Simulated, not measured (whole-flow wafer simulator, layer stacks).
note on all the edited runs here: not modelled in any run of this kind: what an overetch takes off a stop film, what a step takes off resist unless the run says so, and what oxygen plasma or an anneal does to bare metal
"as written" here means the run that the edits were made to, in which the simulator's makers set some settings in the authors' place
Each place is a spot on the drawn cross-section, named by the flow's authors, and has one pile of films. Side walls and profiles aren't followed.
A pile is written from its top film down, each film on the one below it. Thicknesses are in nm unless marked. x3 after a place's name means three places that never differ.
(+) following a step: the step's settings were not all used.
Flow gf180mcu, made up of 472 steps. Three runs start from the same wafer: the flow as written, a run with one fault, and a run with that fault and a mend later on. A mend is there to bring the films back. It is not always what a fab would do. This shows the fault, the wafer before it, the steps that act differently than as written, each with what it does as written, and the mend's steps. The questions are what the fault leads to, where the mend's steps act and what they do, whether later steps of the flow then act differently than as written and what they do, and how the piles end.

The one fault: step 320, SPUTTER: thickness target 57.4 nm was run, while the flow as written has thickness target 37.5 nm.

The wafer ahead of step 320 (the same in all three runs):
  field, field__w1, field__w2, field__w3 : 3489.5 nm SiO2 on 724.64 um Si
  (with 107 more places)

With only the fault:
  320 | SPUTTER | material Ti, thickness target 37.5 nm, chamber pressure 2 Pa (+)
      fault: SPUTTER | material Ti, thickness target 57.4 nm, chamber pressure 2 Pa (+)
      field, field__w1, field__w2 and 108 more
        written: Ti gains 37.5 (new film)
        fault: Ti gains 57.4 (new film)
  Steps later in the flow that act otherwise than as written:
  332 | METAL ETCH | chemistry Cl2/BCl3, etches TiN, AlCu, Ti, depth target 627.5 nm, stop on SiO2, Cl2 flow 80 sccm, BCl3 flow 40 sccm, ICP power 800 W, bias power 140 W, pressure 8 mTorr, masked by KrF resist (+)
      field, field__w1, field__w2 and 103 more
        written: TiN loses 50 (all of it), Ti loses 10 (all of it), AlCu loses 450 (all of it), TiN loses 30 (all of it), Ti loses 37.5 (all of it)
        fault: TiN loses 50 (all of it), Ti loses 10 (all of it), AlCu loses 450 (all of it), TiN loses 30 (all of it), Ti loses 57.4 (all of it)
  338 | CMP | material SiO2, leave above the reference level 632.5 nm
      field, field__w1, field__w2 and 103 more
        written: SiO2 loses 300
        fault: SiO2 loses 280.1
  The piles end different from the flow's at field__w8, contact, m1, m1__w1, m1_nw by more than 2% or 0.5 nm, whichever is larger.
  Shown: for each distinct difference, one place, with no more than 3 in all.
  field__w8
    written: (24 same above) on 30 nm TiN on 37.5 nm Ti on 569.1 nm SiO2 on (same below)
    fault: (24 same above) on 30 nm TiN on 57.4 nm Ti on 569.1 nm SiO2 on (same below)
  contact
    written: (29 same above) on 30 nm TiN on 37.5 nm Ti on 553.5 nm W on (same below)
    fault: (29 same above) on 30 nm TiN on 57.4 nm Ti on 553.5 nm W on (same below)

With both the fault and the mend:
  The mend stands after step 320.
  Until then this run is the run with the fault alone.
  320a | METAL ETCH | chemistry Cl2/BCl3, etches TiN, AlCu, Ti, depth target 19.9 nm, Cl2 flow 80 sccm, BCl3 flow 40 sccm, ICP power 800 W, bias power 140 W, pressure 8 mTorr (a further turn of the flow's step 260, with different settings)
      field, field__w1, field__w2 and 108 more
        Ti loses 19.9
  Later steps of the flow that are run all act as written at every place that is followed.
  By the end, the piles equal the flow's at every place that both follow.
